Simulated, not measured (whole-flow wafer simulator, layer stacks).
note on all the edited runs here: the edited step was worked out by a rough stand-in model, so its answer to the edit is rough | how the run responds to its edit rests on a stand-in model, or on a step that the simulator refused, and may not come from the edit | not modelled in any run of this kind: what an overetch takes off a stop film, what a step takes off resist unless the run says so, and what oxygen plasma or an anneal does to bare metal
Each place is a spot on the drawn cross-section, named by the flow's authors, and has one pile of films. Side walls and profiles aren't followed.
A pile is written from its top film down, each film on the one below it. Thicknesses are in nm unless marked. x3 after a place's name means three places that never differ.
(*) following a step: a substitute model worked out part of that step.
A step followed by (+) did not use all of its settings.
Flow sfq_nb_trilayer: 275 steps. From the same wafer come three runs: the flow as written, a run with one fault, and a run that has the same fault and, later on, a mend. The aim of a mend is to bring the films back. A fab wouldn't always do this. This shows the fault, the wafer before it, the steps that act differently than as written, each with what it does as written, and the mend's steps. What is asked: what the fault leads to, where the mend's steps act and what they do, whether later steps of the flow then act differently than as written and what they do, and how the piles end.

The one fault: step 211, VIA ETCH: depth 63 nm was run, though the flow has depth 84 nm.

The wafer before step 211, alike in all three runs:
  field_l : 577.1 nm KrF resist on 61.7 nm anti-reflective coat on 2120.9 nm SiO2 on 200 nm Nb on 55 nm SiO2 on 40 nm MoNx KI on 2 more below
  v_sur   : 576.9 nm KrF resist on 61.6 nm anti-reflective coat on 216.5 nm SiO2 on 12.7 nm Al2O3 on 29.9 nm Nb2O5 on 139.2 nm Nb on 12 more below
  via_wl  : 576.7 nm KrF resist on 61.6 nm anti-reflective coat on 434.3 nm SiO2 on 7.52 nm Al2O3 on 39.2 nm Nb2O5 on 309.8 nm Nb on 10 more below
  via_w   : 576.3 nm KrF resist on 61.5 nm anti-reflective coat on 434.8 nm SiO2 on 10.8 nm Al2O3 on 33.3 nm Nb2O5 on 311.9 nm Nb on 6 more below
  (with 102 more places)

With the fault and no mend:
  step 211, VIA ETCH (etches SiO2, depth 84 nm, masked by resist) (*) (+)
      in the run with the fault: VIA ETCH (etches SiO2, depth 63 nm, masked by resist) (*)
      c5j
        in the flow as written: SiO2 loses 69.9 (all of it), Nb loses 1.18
        in the run with the fault: SiO2 loses 63
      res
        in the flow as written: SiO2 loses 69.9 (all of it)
        in the run with the fault: SiO2 loses 63
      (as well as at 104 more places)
  Steps further on in the flow that do not act as written (not shown: 8 more steps that differ only slightly, by at most 2% or 0.5 nm, whichever is larger):
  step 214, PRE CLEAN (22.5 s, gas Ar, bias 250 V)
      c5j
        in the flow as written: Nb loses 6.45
        in the run with the fault: SiO2 loses 6.89 (all of it), Nb loses 0.59
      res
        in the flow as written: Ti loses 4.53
        in the run with the fault: SiO2 loses 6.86 (all of it), Ti loses 0.53
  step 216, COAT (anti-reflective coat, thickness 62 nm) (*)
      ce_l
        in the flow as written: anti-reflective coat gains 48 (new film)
        in the run with the fault: anti-reflective coat gains 49.8 (new film)
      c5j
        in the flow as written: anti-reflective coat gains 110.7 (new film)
        in the run with the fault: anti-reflective coat gains 105.7 (new film)
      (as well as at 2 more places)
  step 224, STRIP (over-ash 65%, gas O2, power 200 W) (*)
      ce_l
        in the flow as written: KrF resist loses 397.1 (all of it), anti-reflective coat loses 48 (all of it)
        in the run with the fault: KrF resist loses 396 (all of it), anti-reflective coat loses 49.8 (all of it)
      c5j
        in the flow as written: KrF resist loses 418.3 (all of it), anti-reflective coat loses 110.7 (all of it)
        in the run with the fault: KrF resist loses 414.6 (all of it), anti-reflective coat loses 105.7 (all of it)
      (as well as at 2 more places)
  The piles end different from the flow's at c5j, res by more than 2% or 0.5 nm, whichever is larger.
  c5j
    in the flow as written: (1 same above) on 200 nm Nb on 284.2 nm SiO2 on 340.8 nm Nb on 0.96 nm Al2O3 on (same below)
    in the run with the fault: (1 same above) on 200 nm Nb on 274.7 nm SiO2 on 350.3 nm Nb on 0.96 nm Al2O3 on (same below)
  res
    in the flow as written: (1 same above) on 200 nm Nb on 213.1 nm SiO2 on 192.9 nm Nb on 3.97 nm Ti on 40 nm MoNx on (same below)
    in the run with the fault: (1 same above) on 200 nm Nb on 208.3 nm SiO2 on 193.7 nm Nb on 7.97 nm Ti on 40 nm MoNx on (same below)

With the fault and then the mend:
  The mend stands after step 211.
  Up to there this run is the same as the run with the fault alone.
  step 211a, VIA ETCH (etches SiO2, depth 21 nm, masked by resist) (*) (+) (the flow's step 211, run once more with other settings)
      field_l, v_sur, via_wl and 101 more
        KrF resist loses 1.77
      c5j
        SiO2 loses 6.89 (all of it), Nb loses 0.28
      res
        SiO2 loses 6.86 (all of it)
  None of the later steps of the flow differs from how it acts as written, at any place that is followed, by more than 2% or 0.5 nm, whichever is larger.
  When the end is reached, the piles differ only a little from the flow's at the places that both follow, at most by 2% or 0.5 nm, whichever is larger.
